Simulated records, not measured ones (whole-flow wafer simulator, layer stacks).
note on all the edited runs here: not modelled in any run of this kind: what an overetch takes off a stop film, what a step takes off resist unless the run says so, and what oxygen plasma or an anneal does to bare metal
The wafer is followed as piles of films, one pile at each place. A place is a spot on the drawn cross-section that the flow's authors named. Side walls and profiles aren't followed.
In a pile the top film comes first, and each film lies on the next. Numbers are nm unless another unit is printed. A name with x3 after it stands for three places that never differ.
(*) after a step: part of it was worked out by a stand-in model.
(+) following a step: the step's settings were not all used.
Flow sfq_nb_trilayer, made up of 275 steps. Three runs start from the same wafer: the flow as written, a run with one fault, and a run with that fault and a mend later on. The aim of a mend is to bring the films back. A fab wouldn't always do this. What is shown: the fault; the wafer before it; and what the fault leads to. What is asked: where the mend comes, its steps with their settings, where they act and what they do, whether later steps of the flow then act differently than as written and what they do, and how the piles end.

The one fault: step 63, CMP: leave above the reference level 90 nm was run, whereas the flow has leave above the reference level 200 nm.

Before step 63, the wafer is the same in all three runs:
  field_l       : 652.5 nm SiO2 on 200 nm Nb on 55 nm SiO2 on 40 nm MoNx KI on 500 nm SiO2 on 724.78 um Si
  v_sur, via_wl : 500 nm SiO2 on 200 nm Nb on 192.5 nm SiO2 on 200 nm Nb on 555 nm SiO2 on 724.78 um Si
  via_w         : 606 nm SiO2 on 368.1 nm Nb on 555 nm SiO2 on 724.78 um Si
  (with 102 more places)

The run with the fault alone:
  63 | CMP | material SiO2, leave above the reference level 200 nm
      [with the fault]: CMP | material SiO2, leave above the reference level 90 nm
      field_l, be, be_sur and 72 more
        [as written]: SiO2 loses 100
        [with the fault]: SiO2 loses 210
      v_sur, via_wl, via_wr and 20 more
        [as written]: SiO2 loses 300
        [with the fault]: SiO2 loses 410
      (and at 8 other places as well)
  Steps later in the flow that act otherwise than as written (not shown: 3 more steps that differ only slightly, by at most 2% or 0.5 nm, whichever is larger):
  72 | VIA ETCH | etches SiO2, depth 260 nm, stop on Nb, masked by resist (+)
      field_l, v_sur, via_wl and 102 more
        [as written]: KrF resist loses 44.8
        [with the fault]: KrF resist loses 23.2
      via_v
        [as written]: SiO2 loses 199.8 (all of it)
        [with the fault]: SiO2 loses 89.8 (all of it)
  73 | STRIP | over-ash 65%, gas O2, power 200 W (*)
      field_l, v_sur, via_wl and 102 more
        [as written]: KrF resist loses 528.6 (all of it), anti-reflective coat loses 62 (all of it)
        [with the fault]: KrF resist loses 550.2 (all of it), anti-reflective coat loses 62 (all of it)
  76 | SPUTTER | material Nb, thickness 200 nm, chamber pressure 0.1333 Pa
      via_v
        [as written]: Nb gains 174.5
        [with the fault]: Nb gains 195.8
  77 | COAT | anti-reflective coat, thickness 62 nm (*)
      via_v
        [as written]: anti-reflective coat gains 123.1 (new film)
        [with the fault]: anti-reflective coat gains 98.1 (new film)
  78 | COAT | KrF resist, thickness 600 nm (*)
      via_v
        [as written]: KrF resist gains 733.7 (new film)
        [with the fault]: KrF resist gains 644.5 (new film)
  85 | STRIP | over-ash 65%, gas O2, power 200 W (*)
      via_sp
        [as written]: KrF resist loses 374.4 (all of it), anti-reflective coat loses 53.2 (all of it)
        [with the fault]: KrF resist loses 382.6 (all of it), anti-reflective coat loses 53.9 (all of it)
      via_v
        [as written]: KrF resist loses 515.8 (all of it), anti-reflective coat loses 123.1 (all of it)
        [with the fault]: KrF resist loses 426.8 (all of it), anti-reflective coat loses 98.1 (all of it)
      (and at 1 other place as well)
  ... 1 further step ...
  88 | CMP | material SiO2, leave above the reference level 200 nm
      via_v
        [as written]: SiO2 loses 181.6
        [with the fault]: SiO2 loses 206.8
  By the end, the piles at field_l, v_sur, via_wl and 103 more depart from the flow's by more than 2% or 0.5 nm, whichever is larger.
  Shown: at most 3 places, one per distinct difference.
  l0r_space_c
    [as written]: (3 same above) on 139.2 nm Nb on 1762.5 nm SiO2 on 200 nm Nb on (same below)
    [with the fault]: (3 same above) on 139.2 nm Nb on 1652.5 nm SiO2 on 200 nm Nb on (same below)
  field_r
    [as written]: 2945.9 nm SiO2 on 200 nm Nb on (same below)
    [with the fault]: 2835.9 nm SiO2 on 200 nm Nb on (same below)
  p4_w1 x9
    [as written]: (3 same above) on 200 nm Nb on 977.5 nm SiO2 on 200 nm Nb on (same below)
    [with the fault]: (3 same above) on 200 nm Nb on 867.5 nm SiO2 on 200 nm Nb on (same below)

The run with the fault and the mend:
  The mend stands after step 64.
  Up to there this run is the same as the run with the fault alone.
  64a | PECVD | material SiO2, thickness 110 nm, 150 C, 24.44 s, RF power 183.3 W, pressure 2.4 Torr, precursor SiH4/N2O (the flow's step 62 again, with other settings)
      field_l, v_sur, via_wl and 103 more
        SiO2 gains 110
  Later steps of the flow that are run all act as written at every place that is followed, up to a difference of at most 2% or 0.5 nm, whichever is larger.
  By the end, the piles equal the flow's at every place that both follow.
